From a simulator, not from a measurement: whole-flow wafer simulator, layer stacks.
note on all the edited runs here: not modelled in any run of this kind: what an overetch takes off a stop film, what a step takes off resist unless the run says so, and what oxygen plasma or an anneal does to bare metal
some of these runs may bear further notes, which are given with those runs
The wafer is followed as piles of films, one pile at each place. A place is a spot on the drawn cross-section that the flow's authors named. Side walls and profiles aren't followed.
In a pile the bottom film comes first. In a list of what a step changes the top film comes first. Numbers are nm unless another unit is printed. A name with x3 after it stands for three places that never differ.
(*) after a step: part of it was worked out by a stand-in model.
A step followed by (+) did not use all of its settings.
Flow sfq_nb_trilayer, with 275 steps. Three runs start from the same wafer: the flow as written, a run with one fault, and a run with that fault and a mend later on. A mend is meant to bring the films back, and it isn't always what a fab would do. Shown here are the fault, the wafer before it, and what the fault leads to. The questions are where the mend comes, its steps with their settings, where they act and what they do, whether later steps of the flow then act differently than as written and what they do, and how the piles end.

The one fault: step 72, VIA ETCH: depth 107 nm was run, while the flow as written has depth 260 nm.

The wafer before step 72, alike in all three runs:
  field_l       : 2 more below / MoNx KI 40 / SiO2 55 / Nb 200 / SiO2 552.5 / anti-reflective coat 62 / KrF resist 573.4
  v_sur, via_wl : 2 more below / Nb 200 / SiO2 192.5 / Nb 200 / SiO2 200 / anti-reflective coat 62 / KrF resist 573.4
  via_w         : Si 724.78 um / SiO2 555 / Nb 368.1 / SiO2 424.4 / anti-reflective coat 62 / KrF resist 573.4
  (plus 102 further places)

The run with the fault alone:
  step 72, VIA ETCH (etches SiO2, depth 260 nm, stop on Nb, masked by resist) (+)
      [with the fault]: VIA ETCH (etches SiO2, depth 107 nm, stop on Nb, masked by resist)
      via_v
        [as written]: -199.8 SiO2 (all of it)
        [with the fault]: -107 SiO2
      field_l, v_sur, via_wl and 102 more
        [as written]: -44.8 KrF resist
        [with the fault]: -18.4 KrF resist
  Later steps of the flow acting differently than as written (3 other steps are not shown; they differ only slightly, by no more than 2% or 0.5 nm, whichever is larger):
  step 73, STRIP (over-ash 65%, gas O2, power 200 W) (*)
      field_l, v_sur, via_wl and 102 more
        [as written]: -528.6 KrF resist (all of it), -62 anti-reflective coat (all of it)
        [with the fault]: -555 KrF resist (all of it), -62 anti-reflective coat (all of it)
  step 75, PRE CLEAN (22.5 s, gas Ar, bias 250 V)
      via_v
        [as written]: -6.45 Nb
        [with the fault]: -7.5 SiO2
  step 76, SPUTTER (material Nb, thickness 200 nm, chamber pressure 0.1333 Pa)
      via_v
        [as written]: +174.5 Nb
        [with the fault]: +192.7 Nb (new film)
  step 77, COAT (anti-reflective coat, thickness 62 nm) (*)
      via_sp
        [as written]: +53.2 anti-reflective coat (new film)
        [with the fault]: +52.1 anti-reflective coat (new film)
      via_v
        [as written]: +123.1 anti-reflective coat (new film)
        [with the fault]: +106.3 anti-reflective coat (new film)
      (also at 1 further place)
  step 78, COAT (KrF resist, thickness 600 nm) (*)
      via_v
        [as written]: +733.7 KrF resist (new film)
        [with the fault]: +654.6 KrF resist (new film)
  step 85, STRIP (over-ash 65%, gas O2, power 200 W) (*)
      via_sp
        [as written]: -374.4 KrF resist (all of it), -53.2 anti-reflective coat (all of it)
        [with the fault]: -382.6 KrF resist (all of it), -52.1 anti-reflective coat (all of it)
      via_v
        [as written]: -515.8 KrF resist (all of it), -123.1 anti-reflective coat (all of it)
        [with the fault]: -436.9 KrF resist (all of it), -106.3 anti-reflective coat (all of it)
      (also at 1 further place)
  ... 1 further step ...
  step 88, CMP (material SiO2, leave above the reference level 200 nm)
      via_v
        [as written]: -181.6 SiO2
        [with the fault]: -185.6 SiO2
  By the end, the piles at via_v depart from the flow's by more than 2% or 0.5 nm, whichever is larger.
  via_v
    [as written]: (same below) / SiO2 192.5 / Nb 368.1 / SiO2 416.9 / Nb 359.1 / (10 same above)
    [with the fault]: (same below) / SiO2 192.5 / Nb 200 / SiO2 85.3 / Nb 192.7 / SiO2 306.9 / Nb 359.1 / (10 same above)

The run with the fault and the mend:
  The mend stands after step 73.
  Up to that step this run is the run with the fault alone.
  step 73a, COAT (anti-reflective coat, thickness 62 nm) (*) (the flow's step 65 again)
      p4_fl x3, p4_w1 x9, p4_g1 x2 and 63 more
        +62 anti-reflective coat (new film)
      c5j, ce_r, sp_r and 13 more
        +61.9 anti-reflective coat (new film)
      field_l, v_sur, via_wl, gap, jj_sur, ce_l
        +61.8 anti-reflective coat (new film)
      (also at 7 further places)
  step 73b, COAT (KrF resist, thickness 650 nm) (*) (the flow's step 66 again)
      p4_fl x3, p4_w1 x9, p4_g1 x2 and 63 more
        +650 KrF resist (new film)
      ln_m5, lsp_m, ln_m6, lsp_r, l0_sur, l0v
        +649.8 KrF resist (new film)
      r_end, moat, field_r, lsp_l
        +649.7 KrF resist (new film)
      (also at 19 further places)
  step 73c, SOFTBAKE (KrF resist) (the flow's step 67 again)
      alters no film at any place that is followed
  step 73d, EXPOSE (photomask I1, dose 11.91 mJ/cm2, NA 0.6, wavelength 248 nm) (*) (the flow's step 68 again)
      alters no film at any place that is followed
  step 73e, PEB (KrF resist, 90 s) (the flow's step 69 again)
      via_sp, wire, jj_sur and 94 more
        -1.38 KrF resist
      field_l, v_sur, via_wl, via_w, via_wr, be, be_sur, gap
        -1.37 KrF resist
      via_v
        -1.51 KrF resist
  step 73f, DEVELOP (KrF resist, thickness 650 nm, 60 s) (the flow's step 70 again)
      field_l, v_sur, via_wl and 102 more
        -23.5 KrF resist
      via_v
        -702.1 KrF resist (all of it)
  step 73g, VIA ETCH (etches anti-reflective coat, depth 125 nm, masked by resist) (+) (the flow's step 71 again)
      field_l, v_sur, via_wl and 102 more
        -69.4 KrF resist
      via_v
        -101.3 anti-reflective coat (all of it), -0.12 SiO2
  step 73h, VIA ETCH (etches SiO2, depth 153 nm, stop on Nb, masked by resist) (+) (the flow's step 72 again, with other settings)
      field_l, v_sur, via_wl and 102 more
        -24 KrF resist
      via_v
        -92.7 SiO2 (all of it)
  step 73i, STRIP (over-ash 65%, gas O2, power 200 W) (*) (the flow's step 73 again)
      p4_fl x3, p4_w1 x9, p4_g1 x2 and 63 more
        -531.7 KrF resist (all of it), -62 anti-reflective coat (all of it)
      r_end, moat, field_r, lsp_l, ln_m5, lsp_m
        -531.4 KrF resist (all of it), -61.9 anti-reflective coat (all of it)
      ln_m6, lsp_r, l0_sur, l0v
        -531.5 KrF resist (all of it), -61.9 anti-reflective coat (all of it)
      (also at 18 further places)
  Later steps of the flow that are run all act as written at every place that is followed, up to a difference of at most 2% or 0.5 nm, whichever is larger.
  The piles end only slightly different from the flow's at the places that both follow, by no more than 2% or 0.5 nm, whichever is larger.
